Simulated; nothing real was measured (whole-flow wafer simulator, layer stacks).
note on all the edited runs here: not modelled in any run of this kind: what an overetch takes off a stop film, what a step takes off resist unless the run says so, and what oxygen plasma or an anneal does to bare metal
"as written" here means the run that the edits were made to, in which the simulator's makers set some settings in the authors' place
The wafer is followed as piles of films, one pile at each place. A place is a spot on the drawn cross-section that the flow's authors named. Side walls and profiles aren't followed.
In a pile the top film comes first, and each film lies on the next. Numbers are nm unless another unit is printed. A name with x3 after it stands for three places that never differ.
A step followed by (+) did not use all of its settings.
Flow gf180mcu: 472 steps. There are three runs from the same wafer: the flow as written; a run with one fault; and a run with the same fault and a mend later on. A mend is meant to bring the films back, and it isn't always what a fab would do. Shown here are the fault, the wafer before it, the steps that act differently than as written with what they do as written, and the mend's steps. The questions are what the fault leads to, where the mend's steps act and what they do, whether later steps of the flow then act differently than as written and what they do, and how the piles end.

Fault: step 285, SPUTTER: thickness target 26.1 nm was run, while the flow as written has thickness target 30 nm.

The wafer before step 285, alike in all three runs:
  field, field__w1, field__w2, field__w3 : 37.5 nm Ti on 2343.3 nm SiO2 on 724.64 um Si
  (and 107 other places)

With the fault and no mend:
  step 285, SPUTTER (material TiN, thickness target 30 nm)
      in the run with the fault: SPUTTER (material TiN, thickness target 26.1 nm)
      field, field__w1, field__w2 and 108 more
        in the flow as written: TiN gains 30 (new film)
        in the run with the fault: TiN gains 26.1 (new film)
  Steps later in the flow that act otherwise than as written (not shown: 1 more step that differs only slightly, by at most 2% or 0.5 nm, whichever is larger):
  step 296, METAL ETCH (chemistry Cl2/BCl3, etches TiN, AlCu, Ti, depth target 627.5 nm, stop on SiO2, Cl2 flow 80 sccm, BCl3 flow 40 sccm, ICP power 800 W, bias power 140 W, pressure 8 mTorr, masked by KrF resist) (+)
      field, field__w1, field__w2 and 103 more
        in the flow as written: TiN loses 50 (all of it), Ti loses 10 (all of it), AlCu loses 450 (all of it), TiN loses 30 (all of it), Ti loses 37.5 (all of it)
        in the run with the fault: TiN loses 50 (all of it), Ti loses 10 (all of it), AlCu loses 450 (all of it), TiN loses 26.1 (all of it), Ti loses 37.5 (all of it)
  At field__w8, contact, m1, m1__w1, m1_nw, the piles at the end differ from the flow's by more than 2% or 0.5 nm, whichever is larger.
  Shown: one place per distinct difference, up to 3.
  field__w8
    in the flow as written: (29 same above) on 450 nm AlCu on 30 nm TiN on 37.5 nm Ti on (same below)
    in the run with the fault: (29 same above) on 450 nm AlCu on 26.1 nm TiN on 37.5 nm Ti on (same below)
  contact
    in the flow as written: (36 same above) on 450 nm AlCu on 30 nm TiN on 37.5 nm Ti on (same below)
    in the run with the fault: (36 same above) on 450 nm AlCu on 26.1 nm TiN on 37.5 nm Ti on (same below)

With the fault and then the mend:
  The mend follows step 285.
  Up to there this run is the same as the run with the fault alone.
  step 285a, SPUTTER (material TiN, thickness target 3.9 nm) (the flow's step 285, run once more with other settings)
      field, field__w1, field__w2 and 108 more
        TiN gains 3.9
  Later steps of the flow that are run all act as written at every place that is followed.
  At every place that both follow, the piles at the end match the flow's.
